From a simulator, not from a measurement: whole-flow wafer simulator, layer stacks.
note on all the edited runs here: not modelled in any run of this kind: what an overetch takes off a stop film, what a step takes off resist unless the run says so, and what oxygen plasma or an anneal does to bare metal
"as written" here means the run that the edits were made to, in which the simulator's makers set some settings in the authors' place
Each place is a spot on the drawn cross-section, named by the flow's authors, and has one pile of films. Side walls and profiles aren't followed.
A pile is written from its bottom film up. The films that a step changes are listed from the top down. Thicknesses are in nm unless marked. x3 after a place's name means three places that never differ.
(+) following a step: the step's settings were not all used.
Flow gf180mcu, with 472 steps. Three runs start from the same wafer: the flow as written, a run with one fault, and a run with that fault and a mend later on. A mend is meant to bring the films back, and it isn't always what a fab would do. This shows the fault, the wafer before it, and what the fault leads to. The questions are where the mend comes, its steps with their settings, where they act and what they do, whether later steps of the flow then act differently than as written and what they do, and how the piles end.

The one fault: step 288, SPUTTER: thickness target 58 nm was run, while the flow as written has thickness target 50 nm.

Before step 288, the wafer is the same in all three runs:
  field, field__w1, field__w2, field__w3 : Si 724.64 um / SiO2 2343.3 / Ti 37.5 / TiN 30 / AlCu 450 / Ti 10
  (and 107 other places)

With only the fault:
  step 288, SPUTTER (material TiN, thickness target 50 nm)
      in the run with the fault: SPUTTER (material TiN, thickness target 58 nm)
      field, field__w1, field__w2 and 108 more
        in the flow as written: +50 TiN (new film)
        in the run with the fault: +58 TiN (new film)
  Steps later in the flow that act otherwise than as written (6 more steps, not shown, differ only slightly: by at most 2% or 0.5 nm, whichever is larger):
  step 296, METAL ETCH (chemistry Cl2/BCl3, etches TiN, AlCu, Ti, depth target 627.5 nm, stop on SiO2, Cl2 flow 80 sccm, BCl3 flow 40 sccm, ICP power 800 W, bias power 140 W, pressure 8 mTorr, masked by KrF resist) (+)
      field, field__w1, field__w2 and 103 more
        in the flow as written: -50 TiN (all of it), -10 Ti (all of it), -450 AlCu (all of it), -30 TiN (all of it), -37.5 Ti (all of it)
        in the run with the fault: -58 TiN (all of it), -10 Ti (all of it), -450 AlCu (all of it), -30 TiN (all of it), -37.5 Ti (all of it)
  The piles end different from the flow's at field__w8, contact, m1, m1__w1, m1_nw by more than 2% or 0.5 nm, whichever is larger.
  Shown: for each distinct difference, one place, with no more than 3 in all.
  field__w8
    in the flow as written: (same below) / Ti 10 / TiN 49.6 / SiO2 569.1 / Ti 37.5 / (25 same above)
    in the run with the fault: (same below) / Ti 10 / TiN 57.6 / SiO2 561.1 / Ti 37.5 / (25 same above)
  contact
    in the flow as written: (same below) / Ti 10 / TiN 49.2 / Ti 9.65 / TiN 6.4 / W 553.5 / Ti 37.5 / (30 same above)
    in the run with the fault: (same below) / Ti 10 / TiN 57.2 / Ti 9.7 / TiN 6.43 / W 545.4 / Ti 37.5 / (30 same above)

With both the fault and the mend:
  After step 288 comes the mend.
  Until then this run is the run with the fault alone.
  step 288a, METAL ETCH (chemistry Cl2/BCl3, etches TiN, AlCu, Ti, depth target 8 nm, Cl2 flow 80 sccm, BCl3 flow 40 sccm, ICP power 800 W, bias power 140 W, pressure 8 mTorr) (the flow's step 260, run once more with other settings)
      field, field__w1, field__w2 and 108 more
        -8 TiN
  Every later step of the flow that is run acts as written at every place that is followed.
  By the end, the piles equal the flow's at every place that both follow.
